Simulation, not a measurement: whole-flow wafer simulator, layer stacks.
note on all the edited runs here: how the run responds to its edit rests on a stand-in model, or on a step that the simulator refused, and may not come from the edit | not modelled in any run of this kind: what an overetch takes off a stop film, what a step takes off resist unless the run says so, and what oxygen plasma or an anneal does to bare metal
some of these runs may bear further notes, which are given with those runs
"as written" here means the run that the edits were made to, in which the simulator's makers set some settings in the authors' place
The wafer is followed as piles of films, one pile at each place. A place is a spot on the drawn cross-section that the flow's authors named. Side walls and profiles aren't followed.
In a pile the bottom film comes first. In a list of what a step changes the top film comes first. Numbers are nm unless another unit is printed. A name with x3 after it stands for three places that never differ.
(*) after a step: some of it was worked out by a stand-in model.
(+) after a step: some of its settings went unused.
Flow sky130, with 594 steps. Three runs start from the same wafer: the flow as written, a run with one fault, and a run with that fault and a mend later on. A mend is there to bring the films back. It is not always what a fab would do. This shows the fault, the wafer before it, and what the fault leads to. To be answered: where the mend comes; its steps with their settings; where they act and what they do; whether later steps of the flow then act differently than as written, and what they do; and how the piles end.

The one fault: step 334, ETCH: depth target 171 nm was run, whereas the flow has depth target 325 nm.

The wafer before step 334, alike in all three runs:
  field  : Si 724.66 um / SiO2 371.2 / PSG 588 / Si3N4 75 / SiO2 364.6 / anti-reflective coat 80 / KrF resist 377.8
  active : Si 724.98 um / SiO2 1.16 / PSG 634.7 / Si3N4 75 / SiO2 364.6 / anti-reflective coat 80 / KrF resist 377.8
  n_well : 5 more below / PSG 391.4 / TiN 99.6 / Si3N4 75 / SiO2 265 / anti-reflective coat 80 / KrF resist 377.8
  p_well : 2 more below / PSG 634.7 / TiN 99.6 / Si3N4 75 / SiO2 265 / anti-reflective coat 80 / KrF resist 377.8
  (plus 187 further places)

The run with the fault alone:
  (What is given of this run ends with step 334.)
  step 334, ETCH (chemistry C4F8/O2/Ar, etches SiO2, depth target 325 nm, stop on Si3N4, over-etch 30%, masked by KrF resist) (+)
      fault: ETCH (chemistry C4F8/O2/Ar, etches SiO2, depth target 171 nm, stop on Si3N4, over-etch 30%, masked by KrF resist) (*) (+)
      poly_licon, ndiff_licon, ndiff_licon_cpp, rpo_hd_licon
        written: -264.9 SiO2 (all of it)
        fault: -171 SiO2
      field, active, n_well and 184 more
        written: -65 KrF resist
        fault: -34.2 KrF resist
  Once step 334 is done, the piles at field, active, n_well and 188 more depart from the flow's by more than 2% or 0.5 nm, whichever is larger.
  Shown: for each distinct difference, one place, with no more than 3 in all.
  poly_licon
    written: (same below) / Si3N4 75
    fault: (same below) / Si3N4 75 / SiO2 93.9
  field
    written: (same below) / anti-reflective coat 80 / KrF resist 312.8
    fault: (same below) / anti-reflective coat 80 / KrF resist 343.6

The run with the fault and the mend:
  The mend follows step 334.
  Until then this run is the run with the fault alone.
  step 334a, ETCH (chemistry C4F8/O2/Ar, etches SiO2, depth target 154 nm, stop on Si3N4, over-etch 30%, masked by KrF resist) (+) (the flow's step 334, run once more with other settings)
      field, active, n_well and 184 more
        -30.8 KrF resist
      poly_licon, ndiff_licon, ndiff_licon_cpp, rpo_hd_licon
        -93.9 SiO2 (all of it)
  Every later step of the flow that is run acts as written at every place that is followed.
  By the end, the piles equal the flow's at every place that both follow.
